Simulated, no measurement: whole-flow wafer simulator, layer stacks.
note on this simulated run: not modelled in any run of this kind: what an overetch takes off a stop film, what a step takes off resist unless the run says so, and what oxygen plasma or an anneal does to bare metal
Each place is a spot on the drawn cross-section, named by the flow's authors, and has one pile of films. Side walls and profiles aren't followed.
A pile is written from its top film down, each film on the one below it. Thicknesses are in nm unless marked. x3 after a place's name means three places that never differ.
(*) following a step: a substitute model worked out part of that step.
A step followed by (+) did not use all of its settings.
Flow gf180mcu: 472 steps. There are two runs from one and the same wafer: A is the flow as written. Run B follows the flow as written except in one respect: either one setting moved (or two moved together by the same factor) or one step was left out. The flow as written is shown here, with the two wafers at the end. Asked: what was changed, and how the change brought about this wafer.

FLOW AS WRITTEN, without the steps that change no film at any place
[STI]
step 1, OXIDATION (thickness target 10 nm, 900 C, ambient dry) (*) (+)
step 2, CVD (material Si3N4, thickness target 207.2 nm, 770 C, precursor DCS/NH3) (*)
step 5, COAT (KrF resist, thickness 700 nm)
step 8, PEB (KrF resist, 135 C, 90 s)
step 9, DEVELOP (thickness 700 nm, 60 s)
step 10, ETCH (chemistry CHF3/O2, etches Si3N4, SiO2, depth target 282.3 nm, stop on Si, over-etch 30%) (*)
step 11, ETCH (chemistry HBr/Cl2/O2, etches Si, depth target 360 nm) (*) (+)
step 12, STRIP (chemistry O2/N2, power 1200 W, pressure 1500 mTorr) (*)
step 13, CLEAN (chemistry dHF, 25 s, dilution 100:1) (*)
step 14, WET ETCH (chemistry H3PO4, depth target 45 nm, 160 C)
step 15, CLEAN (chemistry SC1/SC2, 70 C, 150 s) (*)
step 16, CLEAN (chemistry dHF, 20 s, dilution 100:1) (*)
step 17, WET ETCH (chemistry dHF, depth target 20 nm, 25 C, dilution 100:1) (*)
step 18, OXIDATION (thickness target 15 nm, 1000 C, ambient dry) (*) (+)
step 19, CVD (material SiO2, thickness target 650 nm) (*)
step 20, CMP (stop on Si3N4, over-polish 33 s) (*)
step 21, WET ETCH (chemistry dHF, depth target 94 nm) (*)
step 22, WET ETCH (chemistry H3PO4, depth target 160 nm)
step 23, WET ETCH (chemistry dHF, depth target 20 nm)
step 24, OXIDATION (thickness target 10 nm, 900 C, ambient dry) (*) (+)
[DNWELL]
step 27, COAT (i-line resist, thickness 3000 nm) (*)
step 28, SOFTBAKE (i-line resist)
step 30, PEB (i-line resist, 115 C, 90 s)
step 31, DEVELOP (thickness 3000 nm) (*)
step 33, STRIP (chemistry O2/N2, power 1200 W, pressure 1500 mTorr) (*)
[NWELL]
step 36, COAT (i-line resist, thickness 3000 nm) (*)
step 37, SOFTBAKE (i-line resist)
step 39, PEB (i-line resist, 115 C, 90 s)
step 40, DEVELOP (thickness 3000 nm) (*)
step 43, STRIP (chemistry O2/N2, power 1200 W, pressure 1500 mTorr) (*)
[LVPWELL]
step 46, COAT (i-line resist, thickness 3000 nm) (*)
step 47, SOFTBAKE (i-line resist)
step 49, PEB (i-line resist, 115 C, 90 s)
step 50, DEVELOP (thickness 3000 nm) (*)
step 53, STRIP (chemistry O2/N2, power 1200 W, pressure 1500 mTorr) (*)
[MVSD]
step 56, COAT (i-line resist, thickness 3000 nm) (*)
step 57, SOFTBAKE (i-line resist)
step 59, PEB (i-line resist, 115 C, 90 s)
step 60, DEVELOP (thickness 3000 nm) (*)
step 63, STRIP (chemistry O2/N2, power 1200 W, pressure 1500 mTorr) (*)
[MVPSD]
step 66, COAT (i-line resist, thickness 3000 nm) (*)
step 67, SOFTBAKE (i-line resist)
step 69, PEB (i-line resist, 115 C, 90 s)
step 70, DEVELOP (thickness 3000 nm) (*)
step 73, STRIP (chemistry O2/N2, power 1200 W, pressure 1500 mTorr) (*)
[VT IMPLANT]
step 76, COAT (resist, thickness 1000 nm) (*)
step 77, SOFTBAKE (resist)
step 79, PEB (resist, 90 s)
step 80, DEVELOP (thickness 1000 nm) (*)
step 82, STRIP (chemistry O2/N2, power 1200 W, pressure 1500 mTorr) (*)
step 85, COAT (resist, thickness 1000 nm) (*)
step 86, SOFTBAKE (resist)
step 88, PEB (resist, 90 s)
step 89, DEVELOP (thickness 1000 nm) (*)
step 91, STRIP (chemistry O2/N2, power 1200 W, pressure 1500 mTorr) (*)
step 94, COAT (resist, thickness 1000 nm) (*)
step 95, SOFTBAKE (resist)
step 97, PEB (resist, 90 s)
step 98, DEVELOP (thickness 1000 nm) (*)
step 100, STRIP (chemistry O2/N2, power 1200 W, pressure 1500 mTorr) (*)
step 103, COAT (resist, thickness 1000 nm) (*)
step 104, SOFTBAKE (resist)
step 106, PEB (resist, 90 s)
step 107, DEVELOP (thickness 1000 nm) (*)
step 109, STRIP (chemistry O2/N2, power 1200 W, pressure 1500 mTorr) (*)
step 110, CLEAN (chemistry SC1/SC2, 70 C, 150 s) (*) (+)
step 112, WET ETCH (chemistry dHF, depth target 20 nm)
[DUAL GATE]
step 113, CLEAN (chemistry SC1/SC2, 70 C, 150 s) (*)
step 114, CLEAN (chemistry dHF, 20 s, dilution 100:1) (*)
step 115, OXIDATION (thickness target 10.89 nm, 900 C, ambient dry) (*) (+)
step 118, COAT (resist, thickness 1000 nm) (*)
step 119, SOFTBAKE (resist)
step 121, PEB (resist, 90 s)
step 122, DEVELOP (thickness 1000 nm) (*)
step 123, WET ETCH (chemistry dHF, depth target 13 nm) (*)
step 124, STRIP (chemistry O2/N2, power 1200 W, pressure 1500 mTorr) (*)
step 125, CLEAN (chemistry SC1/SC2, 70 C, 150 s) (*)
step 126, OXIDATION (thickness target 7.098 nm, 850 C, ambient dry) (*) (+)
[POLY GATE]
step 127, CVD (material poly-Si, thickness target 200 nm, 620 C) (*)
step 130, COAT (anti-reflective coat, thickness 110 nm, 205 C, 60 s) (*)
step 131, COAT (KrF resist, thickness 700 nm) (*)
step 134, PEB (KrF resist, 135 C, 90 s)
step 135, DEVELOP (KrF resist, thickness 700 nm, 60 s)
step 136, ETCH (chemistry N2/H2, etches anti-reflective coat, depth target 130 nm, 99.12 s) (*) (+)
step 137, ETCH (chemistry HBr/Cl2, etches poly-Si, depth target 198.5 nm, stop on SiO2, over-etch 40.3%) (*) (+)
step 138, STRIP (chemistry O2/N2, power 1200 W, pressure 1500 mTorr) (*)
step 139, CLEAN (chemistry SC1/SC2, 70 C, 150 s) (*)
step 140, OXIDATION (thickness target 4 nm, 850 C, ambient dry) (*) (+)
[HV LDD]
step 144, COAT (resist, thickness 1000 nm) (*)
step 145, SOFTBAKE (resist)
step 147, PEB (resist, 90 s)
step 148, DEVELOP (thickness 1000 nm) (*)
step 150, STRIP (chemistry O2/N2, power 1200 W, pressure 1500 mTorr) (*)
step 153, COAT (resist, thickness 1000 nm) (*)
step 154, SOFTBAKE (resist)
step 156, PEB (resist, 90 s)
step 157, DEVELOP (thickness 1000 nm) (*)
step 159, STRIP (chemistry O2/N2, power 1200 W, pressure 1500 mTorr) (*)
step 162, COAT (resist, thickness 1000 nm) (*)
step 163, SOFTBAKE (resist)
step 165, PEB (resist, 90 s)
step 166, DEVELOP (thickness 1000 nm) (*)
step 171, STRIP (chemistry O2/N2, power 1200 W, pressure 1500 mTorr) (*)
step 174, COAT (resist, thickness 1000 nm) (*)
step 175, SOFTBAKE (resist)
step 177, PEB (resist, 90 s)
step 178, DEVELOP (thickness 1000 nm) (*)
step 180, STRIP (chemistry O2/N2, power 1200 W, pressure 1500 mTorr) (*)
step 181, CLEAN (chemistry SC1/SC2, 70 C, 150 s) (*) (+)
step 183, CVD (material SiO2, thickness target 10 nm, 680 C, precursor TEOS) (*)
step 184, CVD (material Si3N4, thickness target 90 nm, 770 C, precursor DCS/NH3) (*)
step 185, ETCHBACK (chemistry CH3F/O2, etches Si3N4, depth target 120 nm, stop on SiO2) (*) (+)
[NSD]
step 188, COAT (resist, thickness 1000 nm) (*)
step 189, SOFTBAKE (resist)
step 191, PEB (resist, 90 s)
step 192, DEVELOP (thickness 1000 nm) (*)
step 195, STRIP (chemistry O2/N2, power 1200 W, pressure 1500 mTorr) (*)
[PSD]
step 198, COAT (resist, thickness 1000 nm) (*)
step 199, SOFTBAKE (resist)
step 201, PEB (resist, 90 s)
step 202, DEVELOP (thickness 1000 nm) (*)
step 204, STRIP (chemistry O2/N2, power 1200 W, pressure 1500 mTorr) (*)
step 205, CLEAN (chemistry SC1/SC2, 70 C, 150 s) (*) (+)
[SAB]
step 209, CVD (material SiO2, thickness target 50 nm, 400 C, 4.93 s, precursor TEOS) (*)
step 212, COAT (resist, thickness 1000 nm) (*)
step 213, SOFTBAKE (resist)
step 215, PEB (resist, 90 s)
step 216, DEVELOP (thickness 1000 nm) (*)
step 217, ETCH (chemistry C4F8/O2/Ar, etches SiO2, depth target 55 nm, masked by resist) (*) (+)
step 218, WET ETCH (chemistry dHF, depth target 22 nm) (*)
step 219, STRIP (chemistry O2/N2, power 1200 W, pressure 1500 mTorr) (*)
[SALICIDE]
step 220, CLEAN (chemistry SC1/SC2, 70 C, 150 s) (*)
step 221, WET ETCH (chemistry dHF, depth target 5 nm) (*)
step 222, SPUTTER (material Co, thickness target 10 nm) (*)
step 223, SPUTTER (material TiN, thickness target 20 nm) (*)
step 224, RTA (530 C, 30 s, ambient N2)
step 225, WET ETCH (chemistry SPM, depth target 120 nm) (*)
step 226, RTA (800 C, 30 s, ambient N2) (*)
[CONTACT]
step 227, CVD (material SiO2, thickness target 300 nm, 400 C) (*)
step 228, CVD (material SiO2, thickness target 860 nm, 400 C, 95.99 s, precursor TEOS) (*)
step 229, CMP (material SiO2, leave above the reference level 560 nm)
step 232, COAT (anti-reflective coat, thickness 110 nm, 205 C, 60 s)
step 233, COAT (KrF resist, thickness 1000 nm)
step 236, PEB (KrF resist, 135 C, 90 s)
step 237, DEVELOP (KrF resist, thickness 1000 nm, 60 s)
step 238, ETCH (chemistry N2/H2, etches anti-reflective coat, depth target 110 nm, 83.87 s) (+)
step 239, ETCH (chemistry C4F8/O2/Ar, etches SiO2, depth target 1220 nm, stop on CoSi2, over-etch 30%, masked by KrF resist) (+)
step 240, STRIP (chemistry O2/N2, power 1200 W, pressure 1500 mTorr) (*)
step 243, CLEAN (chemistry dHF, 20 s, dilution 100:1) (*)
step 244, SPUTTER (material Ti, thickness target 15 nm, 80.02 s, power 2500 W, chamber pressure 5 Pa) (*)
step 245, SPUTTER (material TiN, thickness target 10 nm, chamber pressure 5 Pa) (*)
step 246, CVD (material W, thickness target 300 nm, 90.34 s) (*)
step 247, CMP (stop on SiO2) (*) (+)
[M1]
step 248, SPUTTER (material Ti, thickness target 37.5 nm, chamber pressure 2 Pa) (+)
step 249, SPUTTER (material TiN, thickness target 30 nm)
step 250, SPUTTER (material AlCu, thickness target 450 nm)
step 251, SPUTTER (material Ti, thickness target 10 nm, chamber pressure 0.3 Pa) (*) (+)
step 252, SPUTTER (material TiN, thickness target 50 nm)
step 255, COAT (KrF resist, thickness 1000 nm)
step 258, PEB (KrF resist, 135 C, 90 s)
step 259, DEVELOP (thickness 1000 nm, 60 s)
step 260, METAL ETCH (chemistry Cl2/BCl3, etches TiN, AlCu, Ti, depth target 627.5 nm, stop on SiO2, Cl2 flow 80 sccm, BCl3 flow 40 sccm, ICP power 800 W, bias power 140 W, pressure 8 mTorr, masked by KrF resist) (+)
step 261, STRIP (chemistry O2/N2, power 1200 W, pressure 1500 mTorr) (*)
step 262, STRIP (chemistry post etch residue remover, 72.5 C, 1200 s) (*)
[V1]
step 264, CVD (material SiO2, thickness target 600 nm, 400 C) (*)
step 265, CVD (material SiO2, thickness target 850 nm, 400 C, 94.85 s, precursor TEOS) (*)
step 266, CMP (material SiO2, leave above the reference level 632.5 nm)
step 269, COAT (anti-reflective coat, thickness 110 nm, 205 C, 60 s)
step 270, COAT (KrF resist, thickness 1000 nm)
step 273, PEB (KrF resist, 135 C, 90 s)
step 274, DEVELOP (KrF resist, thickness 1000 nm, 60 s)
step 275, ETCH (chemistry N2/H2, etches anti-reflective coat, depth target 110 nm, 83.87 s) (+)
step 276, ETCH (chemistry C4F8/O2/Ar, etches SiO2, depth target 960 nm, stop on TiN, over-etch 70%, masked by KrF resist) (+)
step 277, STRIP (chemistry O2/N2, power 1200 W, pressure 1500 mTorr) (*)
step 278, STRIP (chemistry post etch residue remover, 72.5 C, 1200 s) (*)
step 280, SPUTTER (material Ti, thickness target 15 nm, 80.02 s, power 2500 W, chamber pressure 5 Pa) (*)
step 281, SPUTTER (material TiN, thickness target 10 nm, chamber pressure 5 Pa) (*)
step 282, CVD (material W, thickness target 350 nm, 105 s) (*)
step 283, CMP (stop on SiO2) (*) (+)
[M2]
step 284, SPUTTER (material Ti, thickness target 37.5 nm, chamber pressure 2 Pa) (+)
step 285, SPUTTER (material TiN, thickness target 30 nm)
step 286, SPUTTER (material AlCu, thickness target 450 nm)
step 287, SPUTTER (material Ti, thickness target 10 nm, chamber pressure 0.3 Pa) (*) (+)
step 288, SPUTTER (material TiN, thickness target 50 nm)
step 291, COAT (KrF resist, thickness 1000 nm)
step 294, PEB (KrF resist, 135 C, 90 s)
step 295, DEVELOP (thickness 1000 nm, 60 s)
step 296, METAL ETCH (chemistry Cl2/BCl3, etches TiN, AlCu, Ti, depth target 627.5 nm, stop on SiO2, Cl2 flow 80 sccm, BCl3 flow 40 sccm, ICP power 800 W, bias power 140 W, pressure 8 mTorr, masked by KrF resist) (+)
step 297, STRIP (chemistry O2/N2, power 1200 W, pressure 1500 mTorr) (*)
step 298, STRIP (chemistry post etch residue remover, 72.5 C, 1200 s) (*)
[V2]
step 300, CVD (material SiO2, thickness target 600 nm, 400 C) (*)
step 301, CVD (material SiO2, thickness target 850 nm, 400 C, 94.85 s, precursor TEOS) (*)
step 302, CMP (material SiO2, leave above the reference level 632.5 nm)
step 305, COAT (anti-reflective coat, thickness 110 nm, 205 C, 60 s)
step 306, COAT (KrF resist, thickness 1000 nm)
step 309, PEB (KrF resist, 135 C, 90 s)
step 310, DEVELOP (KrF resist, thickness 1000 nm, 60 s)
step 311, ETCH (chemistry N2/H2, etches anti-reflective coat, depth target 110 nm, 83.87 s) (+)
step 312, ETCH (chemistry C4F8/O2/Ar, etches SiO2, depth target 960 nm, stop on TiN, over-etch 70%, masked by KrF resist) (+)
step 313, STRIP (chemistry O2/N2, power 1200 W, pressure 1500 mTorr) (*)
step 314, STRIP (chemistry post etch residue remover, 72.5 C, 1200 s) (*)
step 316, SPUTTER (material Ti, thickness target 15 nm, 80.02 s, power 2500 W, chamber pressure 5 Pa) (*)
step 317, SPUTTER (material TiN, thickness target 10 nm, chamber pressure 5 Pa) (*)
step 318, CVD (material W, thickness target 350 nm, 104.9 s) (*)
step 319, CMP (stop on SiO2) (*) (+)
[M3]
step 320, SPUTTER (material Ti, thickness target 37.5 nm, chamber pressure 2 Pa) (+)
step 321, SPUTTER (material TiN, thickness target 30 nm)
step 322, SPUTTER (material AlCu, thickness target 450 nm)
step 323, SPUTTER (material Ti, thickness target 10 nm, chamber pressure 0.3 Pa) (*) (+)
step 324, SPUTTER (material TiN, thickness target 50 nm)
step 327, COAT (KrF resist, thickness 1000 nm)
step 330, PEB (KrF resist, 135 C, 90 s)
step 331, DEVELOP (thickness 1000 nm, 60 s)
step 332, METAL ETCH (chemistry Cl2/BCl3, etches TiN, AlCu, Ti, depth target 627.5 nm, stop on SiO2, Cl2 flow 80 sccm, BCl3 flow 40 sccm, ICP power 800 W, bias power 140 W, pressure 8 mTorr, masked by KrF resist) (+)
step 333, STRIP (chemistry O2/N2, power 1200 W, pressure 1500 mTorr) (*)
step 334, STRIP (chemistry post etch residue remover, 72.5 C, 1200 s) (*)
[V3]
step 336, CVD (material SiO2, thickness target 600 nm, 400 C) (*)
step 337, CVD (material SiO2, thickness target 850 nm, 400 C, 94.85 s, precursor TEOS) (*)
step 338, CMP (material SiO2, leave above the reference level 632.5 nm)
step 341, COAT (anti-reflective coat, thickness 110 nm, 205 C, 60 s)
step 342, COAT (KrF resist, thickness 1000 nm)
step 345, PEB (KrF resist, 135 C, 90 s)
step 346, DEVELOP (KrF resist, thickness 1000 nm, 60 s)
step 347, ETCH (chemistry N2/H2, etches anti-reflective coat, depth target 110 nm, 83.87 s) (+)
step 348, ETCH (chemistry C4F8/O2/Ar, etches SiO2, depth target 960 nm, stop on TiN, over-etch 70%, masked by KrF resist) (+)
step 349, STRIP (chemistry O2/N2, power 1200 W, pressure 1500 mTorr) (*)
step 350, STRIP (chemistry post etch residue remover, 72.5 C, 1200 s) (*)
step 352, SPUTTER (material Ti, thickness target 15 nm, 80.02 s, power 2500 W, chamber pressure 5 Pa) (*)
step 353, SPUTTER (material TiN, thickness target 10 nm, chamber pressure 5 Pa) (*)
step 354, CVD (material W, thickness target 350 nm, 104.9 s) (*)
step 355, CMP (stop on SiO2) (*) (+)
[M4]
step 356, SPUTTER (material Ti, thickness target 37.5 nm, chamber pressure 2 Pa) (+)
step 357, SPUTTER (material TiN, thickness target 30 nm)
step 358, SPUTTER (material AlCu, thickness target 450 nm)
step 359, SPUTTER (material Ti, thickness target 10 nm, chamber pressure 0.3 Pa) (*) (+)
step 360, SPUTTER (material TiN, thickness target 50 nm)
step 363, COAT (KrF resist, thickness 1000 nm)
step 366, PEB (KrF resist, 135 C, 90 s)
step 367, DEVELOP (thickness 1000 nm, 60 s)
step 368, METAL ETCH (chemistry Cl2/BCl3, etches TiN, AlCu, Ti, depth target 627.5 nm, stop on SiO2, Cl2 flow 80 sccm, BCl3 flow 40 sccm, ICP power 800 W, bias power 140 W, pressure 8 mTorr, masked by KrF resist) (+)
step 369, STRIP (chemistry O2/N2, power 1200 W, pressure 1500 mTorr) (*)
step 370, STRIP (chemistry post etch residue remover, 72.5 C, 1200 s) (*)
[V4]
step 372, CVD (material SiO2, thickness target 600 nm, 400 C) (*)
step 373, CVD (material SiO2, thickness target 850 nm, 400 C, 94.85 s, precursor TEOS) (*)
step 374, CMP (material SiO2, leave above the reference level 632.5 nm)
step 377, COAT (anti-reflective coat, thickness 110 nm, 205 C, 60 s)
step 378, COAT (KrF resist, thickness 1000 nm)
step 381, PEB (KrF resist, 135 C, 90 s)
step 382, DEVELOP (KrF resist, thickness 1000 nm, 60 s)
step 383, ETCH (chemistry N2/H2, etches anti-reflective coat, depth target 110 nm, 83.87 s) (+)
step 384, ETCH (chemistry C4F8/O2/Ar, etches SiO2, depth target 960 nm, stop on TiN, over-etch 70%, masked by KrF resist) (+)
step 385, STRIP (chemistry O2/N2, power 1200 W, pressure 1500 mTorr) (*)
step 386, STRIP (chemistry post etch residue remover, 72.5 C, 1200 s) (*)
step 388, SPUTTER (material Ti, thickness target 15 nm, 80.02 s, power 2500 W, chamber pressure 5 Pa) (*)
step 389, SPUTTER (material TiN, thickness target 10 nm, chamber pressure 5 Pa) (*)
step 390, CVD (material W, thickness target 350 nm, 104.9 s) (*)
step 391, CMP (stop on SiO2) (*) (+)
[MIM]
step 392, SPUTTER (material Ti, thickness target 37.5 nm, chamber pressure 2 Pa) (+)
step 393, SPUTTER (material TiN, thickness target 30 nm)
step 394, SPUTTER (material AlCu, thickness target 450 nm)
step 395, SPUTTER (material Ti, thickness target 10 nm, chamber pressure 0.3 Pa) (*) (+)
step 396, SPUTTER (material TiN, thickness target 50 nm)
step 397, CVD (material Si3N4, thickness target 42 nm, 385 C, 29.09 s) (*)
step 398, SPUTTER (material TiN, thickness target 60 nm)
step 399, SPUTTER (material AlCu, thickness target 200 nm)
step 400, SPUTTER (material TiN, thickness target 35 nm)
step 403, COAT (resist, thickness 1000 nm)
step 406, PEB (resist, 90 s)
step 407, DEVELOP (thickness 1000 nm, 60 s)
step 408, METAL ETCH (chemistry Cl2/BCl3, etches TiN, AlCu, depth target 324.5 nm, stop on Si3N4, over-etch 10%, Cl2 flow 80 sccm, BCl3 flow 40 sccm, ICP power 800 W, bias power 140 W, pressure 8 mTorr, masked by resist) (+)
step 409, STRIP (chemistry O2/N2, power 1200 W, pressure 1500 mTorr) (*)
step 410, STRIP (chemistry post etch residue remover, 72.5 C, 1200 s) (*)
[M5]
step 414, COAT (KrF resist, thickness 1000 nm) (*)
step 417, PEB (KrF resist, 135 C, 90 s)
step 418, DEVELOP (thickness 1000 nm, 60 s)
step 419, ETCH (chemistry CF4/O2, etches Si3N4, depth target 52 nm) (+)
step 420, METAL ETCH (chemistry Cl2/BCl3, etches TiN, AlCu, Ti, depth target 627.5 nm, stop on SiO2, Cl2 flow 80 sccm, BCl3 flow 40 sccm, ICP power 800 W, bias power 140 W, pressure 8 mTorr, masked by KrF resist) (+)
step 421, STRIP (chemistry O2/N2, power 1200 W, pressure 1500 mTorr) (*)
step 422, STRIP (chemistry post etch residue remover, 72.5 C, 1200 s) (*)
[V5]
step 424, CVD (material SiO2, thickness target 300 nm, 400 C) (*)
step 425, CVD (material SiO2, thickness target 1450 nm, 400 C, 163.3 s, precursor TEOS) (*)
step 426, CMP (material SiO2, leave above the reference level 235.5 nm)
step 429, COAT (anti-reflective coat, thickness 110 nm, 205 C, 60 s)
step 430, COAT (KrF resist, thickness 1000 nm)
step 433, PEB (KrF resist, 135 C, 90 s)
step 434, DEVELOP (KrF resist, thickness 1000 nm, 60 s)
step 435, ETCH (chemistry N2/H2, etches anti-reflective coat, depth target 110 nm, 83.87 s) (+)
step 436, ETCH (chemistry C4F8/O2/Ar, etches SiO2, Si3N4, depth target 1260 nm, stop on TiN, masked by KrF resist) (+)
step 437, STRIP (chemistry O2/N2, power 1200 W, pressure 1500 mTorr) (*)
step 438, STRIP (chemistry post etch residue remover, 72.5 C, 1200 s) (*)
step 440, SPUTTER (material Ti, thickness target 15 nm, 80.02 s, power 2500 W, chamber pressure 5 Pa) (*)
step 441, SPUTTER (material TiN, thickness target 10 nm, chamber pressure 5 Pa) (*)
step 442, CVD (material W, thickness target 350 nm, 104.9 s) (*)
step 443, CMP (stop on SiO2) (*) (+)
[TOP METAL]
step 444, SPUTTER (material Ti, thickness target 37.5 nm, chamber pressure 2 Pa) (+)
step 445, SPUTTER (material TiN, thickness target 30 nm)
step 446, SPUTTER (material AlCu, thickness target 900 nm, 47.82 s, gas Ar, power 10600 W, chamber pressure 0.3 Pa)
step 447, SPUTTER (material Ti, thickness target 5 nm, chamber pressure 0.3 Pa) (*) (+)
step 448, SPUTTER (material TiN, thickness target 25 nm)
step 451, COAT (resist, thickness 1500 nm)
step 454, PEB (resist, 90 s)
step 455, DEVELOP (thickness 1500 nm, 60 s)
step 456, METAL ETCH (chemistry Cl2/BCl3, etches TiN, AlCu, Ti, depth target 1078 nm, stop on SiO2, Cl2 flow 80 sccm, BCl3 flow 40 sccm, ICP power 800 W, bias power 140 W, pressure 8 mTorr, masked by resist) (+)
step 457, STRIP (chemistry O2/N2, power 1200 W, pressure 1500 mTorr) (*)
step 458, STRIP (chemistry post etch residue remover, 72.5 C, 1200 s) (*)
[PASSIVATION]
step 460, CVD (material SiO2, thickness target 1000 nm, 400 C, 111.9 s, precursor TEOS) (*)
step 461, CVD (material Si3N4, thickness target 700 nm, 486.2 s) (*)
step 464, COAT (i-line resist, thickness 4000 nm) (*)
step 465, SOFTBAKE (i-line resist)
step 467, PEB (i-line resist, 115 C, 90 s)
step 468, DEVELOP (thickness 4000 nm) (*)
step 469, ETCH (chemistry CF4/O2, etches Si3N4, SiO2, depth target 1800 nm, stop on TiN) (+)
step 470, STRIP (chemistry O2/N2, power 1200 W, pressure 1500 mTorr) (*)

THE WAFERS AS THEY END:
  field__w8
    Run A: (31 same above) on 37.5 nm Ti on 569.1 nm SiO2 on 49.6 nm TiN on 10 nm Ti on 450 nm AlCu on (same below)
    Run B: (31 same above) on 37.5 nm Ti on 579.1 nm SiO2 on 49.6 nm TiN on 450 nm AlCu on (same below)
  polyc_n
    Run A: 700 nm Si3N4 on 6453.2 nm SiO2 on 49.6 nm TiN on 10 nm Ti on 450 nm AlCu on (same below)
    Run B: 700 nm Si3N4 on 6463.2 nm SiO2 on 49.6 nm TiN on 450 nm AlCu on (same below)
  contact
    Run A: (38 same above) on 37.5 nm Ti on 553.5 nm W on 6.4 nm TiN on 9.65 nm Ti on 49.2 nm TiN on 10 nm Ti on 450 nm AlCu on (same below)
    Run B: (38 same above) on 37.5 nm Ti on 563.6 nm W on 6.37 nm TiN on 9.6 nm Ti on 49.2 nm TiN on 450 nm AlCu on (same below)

Cause: step 251, SPUTTER: material Ti, thickness target 10 nm, chamber pressure 0.3 Pa (*) (+), was skipped.

The path from the change to this, step by step:
  step 260, METAL ETCH (chemistry Cl2/BCl3, etches TiN, AlCu, Ti, depth target 627.5 nm, stop on SiO2, Cl2 flow 80 sccm, BCl3 flow 40 sccm, ICP power 800 W, bias power 140 W, pressure 8 mTorr, masked by KrF resist) (+)
      field, field__w1, field__w2 and 99 more: A -50 TiN (all of it), -10 Ti (all of it), -450 AlCu (all of it), -30 TiN (all of it), -37.5 Ti (all of it) | B -50 TiN (all of it), -450 AlCu (all of it), -30 TiN (all of it), -37.5 Ti (all of it)
